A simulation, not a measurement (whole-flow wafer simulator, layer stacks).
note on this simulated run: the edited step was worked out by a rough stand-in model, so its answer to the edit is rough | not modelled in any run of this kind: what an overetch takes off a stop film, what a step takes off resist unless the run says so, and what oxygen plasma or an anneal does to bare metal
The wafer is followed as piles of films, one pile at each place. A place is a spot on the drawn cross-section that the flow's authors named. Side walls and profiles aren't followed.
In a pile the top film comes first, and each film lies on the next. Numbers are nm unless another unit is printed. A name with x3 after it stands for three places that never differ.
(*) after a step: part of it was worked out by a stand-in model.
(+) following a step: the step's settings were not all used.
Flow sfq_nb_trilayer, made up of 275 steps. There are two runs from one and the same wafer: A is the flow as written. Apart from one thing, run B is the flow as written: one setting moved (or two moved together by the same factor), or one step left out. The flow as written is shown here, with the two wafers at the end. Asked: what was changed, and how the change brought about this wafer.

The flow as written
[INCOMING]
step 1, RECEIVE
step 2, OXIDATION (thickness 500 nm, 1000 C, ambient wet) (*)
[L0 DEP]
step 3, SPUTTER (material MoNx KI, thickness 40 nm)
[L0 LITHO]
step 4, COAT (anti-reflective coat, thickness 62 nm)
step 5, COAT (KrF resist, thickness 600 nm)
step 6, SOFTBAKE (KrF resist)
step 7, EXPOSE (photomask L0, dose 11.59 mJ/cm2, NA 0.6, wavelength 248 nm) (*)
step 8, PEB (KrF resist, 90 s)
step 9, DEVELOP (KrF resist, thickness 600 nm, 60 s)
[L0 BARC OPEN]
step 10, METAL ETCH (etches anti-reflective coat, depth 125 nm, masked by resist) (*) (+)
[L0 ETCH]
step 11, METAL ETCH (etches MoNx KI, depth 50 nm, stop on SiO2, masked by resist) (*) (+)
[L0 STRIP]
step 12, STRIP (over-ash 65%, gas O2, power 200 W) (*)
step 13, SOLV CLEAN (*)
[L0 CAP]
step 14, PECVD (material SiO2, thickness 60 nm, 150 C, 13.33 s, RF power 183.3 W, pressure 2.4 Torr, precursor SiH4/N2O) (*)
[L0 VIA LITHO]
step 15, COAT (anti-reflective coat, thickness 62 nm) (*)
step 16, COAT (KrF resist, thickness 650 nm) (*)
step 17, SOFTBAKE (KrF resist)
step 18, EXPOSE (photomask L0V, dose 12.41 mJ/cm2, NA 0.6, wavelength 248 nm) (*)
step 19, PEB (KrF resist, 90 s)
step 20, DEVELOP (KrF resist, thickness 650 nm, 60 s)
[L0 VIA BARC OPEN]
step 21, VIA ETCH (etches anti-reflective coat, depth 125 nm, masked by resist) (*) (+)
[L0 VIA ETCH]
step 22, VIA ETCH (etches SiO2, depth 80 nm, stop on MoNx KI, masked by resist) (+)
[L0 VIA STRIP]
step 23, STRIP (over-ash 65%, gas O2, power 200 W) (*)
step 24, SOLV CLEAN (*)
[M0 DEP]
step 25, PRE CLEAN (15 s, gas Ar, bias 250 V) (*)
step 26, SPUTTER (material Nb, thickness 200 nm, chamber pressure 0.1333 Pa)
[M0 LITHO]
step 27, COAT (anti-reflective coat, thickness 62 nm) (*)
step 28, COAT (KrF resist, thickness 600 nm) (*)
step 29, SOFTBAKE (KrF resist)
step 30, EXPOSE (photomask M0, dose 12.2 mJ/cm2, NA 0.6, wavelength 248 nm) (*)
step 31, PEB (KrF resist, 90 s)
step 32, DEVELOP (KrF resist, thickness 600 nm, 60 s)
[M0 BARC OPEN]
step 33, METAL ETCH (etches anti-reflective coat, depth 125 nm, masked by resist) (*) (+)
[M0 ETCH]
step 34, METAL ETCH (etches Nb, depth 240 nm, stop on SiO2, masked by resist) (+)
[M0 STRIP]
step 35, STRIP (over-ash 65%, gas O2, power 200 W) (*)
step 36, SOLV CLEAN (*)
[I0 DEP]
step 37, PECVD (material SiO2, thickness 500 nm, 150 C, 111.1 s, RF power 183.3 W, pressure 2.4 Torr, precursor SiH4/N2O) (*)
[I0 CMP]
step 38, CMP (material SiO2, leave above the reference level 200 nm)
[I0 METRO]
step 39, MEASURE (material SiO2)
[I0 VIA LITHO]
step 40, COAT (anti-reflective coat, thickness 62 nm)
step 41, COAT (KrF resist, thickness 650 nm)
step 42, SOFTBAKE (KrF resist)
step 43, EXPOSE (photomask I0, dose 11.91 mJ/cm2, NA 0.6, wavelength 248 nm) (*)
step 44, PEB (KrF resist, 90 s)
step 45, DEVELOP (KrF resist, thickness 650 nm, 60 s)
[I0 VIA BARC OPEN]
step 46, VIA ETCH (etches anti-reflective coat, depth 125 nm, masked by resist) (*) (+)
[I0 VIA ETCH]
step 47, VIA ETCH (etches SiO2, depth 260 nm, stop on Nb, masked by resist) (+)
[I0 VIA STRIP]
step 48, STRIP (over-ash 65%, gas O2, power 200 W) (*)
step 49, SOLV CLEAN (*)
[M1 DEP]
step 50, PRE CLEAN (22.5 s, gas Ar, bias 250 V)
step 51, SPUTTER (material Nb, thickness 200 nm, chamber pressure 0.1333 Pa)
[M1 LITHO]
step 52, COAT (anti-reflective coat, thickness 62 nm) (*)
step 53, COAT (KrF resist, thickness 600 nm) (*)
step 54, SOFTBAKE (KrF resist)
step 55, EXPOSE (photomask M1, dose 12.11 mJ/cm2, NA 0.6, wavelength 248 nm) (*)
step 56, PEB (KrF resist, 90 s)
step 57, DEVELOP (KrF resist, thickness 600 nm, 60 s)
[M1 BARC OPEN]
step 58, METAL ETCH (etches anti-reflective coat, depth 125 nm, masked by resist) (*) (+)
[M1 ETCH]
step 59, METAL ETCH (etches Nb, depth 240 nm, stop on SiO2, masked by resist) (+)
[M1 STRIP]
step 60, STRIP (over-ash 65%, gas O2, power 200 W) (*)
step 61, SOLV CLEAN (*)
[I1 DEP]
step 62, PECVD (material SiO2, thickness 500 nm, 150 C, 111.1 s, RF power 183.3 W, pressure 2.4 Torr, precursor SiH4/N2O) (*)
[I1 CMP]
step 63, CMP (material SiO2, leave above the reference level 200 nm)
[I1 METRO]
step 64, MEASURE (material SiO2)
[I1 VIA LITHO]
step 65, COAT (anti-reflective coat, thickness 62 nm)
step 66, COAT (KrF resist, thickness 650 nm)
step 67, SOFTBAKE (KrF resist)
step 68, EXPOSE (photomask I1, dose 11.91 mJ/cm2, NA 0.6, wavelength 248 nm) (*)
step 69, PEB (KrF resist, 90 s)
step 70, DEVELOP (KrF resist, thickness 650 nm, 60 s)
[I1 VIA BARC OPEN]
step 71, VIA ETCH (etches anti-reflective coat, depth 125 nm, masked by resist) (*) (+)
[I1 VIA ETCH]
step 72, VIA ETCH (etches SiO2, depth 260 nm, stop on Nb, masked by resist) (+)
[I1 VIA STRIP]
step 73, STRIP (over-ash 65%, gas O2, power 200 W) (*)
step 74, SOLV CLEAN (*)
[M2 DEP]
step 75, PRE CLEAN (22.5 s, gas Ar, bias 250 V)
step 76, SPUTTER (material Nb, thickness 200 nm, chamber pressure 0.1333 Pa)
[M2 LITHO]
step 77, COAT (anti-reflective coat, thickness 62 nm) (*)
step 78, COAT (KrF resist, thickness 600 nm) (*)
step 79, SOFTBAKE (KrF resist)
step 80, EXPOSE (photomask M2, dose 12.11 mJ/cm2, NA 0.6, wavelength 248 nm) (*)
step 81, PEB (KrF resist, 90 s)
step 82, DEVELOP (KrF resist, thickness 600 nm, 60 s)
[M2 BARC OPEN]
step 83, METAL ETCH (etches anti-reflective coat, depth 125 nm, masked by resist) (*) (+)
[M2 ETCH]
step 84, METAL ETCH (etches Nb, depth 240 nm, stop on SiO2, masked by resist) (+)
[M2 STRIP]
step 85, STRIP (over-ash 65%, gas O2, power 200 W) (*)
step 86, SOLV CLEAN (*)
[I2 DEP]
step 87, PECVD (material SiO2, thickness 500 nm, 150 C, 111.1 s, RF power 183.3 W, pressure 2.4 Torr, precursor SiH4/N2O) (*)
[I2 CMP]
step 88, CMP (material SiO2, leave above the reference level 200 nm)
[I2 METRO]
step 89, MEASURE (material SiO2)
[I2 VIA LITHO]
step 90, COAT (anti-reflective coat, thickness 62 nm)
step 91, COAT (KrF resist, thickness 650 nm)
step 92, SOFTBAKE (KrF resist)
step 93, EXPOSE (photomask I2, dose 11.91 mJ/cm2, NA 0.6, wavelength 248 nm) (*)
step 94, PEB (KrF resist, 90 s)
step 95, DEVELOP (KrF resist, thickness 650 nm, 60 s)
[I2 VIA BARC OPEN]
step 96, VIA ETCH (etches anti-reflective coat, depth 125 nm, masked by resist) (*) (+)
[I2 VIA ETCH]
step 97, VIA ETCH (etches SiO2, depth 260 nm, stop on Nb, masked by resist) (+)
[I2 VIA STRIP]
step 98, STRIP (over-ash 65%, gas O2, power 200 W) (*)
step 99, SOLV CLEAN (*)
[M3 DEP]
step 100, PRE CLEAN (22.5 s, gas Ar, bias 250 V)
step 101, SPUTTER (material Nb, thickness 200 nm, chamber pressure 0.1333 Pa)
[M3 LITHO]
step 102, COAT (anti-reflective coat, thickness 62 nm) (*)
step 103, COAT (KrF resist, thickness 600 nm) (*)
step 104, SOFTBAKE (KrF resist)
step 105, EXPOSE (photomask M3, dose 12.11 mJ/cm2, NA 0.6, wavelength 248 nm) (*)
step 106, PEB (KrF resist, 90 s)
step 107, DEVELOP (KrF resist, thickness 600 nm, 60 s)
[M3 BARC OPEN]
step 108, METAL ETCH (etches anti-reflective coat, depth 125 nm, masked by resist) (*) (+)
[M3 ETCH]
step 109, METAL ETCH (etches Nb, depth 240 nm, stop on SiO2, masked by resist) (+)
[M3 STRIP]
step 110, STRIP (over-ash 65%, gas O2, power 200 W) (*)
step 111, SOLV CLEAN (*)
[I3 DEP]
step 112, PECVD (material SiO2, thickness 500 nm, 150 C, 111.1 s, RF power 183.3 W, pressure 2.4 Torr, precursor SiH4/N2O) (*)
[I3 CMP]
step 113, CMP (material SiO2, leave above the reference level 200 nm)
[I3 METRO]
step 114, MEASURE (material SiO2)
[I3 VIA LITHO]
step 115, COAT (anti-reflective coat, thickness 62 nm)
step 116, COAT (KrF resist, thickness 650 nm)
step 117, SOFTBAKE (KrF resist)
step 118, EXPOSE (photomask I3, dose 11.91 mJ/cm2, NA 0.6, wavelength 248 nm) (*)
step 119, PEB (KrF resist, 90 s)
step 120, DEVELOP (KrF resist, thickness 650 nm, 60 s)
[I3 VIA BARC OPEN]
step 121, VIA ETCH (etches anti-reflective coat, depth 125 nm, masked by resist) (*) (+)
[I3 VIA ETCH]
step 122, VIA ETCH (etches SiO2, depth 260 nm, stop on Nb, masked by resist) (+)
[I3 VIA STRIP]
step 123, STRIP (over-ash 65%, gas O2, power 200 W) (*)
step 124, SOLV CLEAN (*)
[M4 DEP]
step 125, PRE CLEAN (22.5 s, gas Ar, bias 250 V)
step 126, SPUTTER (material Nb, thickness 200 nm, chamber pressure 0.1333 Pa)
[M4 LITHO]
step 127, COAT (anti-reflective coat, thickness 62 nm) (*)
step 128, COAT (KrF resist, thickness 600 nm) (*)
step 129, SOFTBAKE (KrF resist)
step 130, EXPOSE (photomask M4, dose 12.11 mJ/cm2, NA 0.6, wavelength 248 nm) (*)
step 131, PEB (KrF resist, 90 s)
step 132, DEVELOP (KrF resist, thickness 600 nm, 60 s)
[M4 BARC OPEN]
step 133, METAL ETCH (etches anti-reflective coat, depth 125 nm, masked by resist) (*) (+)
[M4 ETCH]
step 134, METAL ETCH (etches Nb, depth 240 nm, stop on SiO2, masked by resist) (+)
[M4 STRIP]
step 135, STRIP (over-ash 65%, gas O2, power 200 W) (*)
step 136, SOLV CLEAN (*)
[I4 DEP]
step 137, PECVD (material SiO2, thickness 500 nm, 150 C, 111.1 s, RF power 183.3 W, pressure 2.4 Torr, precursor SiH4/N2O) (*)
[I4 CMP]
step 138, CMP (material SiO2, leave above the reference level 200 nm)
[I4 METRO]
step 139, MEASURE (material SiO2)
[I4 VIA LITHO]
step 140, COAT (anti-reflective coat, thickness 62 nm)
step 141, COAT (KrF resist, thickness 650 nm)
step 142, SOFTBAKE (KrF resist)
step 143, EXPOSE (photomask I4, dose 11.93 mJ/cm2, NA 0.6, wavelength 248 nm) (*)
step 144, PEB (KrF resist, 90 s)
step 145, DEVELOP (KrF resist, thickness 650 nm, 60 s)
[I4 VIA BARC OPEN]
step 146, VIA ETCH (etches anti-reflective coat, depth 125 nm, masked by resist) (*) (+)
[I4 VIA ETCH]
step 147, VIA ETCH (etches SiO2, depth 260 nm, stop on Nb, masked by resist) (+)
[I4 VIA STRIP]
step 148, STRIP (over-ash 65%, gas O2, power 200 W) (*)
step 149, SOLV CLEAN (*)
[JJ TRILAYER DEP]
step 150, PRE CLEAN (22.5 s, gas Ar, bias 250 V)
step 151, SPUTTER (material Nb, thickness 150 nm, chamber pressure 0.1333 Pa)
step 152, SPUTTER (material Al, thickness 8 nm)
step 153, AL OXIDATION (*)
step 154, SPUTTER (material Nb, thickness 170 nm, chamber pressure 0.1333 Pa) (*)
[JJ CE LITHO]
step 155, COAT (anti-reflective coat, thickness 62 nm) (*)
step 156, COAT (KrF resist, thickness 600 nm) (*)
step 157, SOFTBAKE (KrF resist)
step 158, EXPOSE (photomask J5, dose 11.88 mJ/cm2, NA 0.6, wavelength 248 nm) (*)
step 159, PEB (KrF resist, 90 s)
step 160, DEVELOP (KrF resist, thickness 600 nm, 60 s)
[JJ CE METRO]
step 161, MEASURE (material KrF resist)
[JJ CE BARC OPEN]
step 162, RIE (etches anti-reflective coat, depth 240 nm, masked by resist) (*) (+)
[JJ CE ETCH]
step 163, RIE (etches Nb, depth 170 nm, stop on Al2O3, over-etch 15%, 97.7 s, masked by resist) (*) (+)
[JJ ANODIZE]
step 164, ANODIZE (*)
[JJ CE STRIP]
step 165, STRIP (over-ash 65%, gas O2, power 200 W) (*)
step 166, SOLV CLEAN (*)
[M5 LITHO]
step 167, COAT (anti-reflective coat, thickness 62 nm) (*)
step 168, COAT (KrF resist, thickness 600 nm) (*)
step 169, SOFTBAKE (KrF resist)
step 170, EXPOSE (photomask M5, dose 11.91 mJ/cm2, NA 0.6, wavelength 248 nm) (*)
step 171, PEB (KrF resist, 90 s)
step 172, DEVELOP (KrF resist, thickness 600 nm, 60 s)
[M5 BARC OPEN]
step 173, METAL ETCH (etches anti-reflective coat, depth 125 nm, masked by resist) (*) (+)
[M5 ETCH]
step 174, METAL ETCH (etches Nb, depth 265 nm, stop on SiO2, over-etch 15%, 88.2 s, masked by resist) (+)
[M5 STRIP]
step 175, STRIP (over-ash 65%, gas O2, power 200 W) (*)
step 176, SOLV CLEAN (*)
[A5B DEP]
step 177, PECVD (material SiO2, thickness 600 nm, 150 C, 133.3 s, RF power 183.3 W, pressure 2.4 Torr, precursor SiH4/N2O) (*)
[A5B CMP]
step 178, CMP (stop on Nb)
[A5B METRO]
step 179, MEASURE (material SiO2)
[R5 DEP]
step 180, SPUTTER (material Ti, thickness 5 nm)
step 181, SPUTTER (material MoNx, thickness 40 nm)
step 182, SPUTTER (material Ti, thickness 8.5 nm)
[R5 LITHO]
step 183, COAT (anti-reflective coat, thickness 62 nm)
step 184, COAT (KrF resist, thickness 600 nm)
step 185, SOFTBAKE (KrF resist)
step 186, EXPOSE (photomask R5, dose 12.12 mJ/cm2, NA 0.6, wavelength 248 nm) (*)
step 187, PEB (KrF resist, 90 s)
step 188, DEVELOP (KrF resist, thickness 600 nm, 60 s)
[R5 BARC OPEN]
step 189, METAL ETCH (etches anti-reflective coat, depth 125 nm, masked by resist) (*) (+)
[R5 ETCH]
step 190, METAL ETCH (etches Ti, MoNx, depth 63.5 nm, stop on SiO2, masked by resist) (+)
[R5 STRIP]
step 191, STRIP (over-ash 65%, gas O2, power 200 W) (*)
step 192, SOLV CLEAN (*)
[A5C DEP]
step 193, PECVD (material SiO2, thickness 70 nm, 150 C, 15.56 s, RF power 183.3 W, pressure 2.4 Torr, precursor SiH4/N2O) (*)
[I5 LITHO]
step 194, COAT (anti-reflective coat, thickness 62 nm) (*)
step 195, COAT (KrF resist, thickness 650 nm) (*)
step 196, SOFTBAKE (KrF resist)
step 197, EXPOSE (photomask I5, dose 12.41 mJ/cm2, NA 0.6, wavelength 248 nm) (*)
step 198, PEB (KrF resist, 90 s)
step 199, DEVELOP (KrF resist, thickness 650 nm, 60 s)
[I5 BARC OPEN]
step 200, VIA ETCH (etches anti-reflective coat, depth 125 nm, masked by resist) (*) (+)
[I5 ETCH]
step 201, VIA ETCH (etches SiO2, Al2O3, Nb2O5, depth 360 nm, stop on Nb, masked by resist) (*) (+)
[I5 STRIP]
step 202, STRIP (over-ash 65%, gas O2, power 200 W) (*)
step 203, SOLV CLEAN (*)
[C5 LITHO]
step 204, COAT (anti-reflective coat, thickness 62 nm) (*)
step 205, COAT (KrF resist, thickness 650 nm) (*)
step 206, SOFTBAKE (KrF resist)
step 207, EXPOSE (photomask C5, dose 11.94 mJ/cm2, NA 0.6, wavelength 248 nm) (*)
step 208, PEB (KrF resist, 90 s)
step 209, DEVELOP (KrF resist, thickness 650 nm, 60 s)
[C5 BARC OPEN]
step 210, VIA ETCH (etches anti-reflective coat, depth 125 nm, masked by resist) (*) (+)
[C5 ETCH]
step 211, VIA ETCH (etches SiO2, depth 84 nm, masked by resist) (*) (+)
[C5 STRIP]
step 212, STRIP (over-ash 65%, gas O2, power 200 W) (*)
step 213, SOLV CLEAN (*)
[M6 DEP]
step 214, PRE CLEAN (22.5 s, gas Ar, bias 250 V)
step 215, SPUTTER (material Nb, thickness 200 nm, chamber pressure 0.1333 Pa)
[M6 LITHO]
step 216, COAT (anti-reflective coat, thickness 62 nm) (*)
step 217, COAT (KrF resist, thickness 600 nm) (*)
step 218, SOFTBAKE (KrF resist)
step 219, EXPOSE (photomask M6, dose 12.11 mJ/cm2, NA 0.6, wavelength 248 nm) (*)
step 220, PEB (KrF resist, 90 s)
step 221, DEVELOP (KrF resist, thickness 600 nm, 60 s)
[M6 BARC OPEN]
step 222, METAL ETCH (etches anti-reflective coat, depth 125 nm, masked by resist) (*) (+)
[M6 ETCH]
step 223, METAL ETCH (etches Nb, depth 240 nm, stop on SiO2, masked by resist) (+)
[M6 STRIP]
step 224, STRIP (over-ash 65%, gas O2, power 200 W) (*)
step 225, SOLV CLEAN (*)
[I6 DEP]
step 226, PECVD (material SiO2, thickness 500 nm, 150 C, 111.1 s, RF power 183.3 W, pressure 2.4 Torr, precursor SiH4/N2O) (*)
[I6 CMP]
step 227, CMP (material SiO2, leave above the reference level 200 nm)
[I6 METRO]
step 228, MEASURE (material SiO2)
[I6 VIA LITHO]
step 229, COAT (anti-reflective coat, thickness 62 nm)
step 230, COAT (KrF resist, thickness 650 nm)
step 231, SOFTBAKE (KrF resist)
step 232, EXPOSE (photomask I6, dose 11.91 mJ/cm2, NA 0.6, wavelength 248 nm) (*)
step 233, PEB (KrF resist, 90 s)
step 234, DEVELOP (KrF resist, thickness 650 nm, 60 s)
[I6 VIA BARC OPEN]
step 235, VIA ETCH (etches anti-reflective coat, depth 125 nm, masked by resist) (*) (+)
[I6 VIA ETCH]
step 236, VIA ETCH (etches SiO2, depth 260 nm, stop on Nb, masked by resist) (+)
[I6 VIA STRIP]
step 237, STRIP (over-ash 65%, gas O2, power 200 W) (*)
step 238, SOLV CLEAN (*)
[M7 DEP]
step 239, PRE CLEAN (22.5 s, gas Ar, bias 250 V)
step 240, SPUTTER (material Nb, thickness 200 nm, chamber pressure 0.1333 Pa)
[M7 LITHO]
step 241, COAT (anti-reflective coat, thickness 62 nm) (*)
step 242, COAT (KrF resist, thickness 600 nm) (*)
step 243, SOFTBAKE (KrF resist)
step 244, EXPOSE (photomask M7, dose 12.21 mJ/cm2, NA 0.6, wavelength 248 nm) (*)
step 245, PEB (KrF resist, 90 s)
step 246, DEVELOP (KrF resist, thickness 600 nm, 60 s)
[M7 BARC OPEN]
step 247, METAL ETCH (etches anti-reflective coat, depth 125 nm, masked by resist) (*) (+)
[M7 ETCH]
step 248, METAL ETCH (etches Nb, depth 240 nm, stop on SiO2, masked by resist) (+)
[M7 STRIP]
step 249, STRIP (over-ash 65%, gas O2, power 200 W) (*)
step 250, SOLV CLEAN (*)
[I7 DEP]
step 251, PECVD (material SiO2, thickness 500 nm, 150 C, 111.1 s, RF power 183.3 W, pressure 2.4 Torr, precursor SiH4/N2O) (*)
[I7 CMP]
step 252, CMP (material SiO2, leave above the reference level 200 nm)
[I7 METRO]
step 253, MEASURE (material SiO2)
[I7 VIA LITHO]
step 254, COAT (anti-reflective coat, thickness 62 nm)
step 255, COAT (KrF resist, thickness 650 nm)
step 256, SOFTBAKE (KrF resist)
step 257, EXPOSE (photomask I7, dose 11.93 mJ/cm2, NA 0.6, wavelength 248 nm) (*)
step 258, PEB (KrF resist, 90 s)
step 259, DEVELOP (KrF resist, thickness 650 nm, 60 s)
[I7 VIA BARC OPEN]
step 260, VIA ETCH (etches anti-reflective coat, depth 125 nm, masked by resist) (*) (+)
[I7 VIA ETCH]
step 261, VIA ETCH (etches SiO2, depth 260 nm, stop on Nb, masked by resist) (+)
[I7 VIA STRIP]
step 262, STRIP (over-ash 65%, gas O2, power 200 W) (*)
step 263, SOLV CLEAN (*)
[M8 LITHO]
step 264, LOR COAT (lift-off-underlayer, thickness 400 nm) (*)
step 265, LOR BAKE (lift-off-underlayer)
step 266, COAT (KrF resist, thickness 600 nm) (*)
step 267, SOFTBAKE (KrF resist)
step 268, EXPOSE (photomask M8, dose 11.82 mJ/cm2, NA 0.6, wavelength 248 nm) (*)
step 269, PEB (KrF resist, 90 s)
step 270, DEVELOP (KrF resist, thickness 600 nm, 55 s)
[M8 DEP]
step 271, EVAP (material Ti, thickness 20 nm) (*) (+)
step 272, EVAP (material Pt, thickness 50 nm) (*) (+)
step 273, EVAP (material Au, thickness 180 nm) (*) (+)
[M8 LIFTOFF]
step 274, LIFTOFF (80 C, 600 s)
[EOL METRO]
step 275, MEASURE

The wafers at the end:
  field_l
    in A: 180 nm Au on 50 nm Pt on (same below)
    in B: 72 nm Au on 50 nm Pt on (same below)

The reason: step 273, EVAP: thickness 72 nm was run, whereas the flow has thickness 180 nm.
The wafer lets one read it off: field_l has Au 72, and step 273 as written asks for 180 nm.

The path from the change to this, step by step:
  step 273, EVAP (material Au, thickness 180 nm) (*) (+)
      field_l, v_sur, via_wl and 103 more: A +180 Au (new film) | B +72 Au (new film)
  step 274, LIFTOFF (80 C, 600 s)
      p4_fl, p4_fm, p4_w1 and 71 more: A -180 Au (all of it), -50 Pt (all of it), -20 Ti (all of it), -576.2 KrF resist (all of it), -400 lift-off-underlayer (all of it) | B -72 Au (all of it), -50 Pt (all of it), -20 Ti (all of it), -576.2 KrF resist (all of it), -400 lift-off-underlayer (all of it)
      c5j, ce_r: A -180 Au (all of it), -50 Pt (all of it), -20 Ti (all of it), -573.3 KrF resist (all of it), -399.3 lift-off-underlayer (all of it) | B -72 Au (all of it), -50 Pt (all of it), -20 Ti (all of it), -573.3 KrF resist (all of it), -399.3 lift-off-underlayer (all of it)
      (also at 19 further places)
